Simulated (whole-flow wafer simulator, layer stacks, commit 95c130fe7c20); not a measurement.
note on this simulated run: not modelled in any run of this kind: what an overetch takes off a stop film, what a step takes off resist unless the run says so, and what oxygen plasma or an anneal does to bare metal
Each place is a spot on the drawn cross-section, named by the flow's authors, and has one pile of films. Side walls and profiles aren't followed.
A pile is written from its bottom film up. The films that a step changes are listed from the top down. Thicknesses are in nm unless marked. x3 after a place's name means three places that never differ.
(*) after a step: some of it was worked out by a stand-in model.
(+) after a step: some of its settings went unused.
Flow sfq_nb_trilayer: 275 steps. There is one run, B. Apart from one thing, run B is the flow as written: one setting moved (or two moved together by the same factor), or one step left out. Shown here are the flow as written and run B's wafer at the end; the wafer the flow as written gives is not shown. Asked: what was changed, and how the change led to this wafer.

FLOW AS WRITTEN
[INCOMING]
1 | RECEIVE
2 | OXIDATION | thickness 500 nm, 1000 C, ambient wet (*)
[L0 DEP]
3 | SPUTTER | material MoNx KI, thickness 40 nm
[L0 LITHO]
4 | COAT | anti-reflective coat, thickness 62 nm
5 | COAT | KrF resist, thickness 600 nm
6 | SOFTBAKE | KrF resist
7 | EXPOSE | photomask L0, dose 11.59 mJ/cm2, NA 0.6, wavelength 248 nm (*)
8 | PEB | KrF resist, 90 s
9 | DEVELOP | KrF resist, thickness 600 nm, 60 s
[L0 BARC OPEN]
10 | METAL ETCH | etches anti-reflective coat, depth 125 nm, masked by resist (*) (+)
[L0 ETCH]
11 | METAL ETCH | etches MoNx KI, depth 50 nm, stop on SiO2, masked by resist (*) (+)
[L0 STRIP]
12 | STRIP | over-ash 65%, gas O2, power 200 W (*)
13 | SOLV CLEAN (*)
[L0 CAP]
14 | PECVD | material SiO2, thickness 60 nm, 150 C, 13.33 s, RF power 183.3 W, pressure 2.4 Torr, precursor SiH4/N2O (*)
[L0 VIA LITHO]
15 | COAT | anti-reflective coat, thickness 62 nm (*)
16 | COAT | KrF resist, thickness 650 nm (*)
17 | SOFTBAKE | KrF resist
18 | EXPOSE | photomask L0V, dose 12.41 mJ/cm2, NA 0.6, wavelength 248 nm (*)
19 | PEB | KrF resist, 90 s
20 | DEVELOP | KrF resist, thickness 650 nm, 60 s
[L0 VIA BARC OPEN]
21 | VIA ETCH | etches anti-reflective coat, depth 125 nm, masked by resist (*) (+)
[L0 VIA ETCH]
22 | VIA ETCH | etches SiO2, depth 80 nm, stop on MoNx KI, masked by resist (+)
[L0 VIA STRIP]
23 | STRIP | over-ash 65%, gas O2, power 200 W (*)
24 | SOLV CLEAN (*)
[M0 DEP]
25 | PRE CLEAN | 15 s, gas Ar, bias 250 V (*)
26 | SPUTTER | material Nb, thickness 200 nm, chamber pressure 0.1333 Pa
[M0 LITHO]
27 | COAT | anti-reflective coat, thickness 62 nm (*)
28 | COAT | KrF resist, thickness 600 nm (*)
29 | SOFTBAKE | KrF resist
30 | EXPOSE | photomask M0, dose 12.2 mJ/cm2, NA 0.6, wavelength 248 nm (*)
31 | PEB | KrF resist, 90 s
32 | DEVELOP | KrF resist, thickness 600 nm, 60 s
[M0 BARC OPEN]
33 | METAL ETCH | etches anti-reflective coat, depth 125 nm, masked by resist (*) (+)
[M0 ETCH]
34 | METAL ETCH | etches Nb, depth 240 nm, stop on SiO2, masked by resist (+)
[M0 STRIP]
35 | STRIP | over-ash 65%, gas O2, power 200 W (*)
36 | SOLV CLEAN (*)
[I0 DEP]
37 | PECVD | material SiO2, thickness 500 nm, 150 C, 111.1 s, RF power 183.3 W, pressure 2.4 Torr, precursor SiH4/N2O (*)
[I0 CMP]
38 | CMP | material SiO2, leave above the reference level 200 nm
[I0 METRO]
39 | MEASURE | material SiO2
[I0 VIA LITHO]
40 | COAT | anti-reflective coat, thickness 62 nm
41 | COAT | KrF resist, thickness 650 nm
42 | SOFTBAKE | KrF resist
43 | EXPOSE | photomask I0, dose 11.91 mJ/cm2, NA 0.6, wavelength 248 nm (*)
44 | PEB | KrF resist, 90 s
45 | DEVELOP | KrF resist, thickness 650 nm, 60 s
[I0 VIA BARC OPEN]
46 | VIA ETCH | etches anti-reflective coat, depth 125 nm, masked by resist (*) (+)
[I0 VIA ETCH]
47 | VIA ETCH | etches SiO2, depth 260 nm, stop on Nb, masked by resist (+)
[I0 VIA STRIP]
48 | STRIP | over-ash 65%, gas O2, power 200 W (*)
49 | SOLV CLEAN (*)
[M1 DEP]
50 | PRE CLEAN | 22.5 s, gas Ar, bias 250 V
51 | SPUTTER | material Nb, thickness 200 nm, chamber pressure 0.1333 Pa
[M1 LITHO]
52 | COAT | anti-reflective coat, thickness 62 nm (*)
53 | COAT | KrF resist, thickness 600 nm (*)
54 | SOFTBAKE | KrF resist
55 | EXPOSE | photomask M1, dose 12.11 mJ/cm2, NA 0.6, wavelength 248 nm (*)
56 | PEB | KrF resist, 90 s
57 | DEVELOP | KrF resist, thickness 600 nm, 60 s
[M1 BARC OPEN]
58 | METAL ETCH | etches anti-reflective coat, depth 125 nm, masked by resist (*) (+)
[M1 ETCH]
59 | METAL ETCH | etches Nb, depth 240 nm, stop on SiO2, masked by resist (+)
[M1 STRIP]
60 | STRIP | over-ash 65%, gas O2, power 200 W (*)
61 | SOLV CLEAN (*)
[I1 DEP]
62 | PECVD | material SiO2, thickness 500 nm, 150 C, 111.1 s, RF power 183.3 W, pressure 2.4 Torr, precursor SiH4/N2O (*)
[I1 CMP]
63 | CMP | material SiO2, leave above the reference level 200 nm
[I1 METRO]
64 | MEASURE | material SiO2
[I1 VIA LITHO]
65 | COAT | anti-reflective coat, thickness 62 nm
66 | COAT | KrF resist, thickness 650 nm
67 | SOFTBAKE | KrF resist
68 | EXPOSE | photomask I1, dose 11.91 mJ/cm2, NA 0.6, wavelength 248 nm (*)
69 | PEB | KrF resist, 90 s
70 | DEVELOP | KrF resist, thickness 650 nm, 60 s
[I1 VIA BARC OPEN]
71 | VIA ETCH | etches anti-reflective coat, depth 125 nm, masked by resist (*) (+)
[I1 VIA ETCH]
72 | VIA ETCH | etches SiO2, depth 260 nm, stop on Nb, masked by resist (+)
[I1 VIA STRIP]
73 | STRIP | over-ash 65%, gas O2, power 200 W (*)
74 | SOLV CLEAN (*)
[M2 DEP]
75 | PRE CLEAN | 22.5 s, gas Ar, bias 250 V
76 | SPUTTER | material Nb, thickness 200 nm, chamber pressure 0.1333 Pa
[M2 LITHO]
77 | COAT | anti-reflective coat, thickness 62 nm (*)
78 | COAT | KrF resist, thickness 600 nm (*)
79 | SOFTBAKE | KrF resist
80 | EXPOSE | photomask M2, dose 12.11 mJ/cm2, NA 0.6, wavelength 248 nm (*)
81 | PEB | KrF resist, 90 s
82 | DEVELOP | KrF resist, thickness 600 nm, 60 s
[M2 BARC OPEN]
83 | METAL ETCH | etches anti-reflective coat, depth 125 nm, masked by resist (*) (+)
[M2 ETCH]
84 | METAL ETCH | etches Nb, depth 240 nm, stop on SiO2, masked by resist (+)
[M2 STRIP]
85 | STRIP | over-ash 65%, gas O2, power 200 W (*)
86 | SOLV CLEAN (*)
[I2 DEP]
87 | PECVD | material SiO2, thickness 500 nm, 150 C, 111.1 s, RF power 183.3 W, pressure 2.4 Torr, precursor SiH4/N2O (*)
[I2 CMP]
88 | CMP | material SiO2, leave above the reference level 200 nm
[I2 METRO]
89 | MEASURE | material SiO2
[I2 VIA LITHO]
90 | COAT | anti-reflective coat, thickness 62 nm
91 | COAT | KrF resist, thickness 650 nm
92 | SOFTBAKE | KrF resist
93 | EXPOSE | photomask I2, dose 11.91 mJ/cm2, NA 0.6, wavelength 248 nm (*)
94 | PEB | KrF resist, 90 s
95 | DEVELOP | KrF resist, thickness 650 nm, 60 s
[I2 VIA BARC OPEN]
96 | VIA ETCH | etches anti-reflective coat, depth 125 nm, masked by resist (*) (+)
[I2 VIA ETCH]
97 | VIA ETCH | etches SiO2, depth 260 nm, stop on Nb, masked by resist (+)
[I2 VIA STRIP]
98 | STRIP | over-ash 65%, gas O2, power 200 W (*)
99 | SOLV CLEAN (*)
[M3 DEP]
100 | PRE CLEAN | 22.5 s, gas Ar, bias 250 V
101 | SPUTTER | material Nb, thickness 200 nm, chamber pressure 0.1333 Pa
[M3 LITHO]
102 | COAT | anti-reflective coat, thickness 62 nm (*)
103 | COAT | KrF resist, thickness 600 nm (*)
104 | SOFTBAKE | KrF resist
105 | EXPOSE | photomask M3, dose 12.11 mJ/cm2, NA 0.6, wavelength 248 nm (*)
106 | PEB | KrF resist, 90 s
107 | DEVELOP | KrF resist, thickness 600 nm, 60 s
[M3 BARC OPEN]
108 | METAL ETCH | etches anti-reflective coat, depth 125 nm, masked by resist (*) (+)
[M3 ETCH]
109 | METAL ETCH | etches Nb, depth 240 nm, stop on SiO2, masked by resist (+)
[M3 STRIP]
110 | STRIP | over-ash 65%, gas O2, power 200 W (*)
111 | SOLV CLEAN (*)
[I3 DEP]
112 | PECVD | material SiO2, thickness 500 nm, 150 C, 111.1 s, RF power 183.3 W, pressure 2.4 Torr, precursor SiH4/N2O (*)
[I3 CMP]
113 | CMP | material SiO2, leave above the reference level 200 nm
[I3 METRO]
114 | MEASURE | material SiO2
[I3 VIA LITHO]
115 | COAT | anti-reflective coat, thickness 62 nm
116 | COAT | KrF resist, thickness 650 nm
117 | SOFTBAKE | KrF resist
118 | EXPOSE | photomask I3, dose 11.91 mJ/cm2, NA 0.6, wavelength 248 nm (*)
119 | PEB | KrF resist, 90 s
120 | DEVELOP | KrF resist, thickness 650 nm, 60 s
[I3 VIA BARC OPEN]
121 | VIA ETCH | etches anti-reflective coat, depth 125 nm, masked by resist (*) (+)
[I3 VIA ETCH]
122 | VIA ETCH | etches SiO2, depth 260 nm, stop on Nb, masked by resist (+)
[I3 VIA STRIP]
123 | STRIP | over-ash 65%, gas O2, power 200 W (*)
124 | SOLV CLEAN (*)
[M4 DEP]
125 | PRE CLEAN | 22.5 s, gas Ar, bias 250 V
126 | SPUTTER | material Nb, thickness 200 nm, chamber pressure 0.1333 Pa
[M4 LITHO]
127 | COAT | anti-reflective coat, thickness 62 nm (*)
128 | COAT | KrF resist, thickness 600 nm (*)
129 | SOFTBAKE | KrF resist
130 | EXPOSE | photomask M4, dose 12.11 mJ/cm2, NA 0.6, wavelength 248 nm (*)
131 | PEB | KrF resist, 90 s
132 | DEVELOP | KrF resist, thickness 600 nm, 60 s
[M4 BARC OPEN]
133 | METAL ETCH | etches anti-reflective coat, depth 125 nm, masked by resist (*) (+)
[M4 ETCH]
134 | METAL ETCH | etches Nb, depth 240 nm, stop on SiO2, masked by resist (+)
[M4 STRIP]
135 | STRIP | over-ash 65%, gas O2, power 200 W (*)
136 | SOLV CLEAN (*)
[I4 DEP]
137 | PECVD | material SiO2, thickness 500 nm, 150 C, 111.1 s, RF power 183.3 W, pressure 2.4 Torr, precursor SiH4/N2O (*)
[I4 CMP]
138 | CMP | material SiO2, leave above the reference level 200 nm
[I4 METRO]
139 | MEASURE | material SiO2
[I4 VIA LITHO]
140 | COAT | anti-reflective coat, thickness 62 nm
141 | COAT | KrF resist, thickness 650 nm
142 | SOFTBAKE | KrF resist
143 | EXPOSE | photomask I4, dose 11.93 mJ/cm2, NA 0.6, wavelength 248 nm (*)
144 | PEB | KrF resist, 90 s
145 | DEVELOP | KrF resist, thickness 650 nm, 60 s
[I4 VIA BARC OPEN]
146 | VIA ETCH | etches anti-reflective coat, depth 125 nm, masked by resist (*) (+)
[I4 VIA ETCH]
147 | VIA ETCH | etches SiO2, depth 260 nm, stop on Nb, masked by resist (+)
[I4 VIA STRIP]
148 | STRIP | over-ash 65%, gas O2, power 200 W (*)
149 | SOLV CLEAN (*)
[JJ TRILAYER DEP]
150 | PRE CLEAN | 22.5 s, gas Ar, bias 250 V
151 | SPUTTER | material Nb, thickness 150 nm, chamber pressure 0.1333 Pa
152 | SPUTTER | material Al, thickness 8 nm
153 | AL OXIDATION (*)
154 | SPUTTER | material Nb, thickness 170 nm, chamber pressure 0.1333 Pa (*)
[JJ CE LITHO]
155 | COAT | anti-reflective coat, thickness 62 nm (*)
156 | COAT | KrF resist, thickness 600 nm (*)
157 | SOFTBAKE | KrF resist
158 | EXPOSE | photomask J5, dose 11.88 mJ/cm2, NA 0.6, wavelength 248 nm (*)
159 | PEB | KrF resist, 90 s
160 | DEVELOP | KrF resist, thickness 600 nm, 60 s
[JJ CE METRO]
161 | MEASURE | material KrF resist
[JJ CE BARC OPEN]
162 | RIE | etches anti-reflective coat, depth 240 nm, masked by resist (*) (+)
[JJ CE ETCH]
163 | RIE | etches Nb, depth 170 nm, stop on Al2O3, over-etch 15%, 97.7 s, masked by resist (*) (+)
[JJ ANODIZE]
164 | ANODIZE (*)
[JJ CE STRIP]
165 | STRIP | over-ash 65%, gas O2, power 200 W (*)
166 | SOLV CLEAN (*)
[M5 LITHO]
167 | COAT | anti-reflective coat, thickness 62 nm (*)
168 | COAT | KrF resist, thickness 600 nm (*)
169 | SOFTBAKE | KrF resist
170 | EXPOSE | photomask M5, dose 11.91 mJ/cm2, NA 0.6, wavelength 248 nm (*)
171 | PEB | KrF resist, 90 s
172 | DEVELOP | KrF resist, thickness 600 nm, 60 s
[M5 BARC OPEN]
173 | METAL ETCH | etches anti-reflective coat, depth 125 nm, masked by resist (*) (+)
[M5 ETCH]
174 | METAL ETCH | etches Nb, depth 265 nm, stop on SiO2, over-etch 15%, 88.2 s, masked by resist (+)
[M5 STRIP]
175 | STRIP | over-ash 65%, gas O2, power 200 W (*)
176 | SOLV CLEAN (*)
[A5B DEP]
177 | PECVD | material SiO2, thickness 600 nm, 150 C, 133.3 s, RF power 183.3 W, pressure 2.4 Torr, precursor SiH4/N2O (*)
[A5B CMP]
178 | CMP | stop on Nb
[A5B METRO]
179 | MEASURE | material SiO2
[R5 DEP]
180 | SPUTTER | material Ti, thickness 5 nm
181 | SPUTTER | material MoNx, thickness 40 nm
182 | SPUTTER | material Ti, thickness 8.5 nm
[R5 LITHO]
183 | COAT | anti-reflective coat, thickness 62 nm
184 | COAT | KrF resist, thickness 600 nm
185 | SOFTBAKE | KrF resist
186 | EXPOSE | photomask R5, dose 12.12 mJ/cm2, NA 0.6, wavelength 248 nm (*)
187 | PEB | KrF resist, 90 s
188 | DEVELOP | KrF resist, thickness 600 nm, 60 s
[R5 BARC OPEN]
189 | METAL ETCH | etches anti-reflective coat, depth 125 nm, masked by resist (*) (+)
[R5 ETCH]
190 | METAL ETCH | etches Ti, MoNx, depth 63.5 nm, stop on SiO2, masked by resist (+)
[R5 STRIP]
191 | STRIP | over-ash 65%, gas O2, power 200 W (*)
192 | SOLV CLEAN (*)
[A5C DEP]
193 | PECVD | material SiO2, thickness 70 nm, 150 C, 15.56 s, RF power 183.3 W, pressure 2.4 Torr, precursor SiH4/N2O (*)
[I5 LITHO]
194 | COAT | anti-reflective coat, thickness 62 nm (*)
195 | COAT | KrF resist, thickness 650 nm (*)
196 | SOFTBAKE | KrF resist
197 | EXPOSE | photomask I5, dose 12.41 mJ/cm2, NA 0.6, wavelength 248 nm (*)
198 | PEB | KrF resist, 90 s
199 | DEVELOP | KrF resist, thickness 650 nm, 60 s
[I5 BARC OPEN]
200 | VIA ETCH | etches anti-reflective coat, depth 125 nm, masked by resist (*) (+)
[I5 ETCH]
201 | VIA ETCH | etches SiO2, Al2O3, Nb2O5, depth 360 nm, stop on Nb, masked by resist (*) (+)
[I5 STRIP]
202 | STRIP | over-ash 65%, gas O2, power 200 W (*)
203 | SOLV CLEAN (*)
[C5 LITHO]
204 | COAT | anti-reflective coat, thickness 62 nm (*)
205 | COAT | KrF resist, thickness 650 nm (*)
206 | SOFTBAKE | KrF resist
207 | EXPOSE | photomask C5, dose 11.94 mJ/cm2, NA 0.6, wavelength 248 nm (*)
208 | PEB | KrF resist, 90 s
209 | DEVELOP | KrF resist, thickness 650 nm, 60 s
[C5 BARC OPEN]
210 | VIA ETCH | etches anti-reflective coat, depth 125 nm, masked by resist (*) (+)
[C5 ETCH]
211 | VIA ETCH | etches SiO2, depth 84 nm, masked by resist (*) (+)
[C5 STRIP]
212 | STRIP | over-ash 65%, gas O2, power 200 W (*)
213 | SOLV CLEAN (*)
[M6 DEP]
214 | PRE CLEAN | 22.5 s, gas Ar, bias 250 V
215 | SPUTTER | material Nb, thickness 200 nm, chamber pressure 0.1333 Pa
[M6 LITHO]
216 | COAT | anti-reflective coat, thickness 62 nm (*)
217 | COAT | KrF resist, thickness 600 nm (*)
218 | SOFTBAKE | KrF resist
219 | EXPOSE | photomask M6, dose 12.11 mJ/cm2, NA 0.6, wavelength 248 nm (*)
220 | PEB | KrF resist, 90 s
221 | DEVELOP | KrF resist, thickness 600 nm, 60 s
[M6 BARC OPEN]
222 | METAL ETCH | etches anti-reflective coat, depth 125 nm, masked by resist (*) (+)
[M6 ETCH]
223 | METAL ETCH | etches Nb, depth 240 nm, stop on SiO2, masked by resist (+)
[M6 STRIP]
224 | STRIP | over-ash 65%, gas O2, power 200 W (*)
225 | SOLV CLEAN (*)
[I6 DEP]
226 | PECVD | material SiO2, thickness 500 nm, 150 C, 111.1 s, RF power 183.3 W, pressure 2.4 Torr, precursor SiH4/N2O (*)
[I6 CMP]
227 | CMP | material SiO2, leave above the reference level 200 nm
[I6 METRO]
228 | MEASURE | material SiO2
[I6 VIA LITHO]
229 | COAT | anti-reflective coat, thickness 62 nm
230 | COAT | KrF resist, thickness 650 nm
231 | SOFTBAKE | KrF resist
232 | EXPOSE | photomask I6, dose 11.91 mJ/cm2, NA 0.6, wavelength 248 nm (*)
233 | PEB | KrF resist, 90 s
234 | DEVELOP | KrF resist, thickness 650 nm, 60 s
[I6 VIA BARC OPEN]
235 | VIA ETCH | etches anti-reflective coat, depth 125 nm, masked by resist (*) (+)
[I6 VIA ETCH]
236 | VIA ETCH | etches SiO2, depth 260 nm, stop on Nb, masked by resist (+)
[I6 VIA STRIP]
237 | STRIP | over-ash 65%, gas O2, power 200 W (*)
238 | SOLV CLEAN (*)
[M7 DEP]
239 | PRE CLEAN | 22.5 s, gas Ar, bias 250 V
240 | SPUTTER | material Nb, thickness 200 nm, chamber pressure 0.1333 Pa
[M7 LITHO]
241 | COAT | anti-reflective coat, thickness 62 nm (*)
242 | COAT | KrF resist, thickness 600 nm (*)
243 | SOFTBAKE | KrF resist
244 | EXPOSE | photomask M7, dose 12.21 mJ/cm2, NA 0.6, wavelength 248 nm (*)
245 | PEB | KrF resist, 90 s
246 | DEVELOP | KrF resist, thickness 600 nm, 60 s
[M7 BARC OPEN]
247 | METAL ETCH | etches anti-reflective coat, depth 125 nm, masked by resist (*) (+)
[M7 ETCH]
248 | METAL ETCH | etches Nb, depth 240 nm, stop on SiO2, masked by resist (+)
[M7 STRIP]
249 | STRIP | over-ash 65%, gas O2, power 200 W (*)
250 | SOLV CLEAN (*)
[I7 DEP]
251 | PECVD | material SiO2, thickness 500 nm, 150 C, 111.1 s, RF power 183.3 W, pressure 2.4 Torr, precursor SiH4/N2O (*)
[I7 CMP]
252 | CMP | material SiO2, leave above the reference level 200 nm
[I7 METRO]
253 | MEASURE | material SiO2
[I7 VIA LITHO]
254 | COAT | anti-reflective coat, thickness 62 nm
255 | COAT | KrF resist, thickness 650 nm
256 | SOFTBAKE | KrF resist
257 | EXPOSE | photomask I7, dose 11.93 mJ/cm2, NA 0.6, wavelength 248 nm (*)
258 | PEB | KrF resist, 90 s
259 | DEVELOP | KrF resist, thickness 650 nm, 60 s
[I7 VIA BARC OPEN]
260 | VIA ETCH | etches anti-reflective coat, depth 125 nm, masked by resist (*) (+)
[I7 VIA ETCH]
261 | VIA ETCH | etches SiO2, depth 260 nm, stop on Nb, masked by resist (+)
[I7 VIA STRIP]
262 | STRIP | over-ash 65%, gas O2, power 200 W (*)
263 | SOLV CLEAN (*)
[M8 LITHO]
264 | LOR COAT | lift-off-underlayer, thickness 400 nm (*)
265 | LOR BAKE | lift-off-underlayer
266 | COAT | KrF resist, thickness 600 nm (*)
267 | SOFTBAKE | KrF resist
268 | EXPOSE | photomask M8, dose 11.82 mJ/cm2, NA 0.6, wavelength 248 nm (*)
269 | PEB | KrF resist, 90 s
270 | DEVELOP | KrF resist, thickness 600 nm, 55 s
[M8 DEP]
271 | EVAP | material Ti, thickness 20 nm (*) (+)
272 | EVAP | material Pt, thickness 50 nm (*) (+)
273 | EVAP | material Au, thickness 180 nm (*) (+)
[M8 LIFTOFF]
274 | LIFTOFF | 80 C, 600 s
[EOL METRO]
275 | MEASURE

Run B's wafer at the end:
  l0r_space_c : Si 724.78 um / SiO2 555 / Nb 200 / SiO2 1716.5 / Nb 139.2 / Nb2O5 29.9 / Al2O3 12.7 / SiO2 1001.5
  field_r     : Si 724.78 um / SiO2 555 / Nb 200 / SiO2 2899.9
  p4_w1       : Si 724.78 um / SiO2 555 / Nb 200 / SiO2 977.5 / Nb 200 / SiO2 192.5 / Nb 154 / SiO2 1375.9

Cause: step 126, SPUTTER: thickness 154 nm was run, though the flow has thickness 200 nm.
The wafer lets one read it off: p4_w1 has Nb 154, and step 126 as written asks for 200 nm.

How this came from the change, step by step:
  126 | SPUTTER | material Nb, thickness 200 nm, chamber pressure 0.1333 Pa
      field_l, v_sur, via_wl and 102 more: +154 Nb (new film) (as written it would have been: +200 Nb (new film))
      via_v: +127.2 Nb (as written it would have been: +165.5 Nb)
  134 | METAL ETCH | etches Nb, depth 240 nm, stop on SiO2, masked by resist (+)
      field_l, be, be_sur and 64 more: -154 Nb (all of it) (as written it would have been: -200 Nb (all of it))
      v_sur, via_wl, via_w and 36 more: -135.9 KrF resist (as written it would have been: -141.2 KrF resist)
  137 | PECVD | material SiO2, thickness 500 nm, 150 C, 111.1 s, RF power 183.3 W, pressure 2.4 Torr, precursor SiH4/N2O (*)
      p3_s0, p3_s1, p3_s2, p3_s3, p3_s4, p3_s5: +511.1 SiO2 (as written it would have been: +557.1 SiO2)
      via_v: +602.3 SiO2 (new film) (as written it would have been: +615 SiO2 (new film))
  138 | CMP | material SiO2, leave above the reference level 200 nm
      field_l, be, be_sur and 55 more: -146 SiO2 (as written it would have been: -100 SiO2)
      lsp_r, l0_sur, l0v: -139.8 SiO2 (as written it would have been: -91.9 SiO2)
      (also at 1 further place)
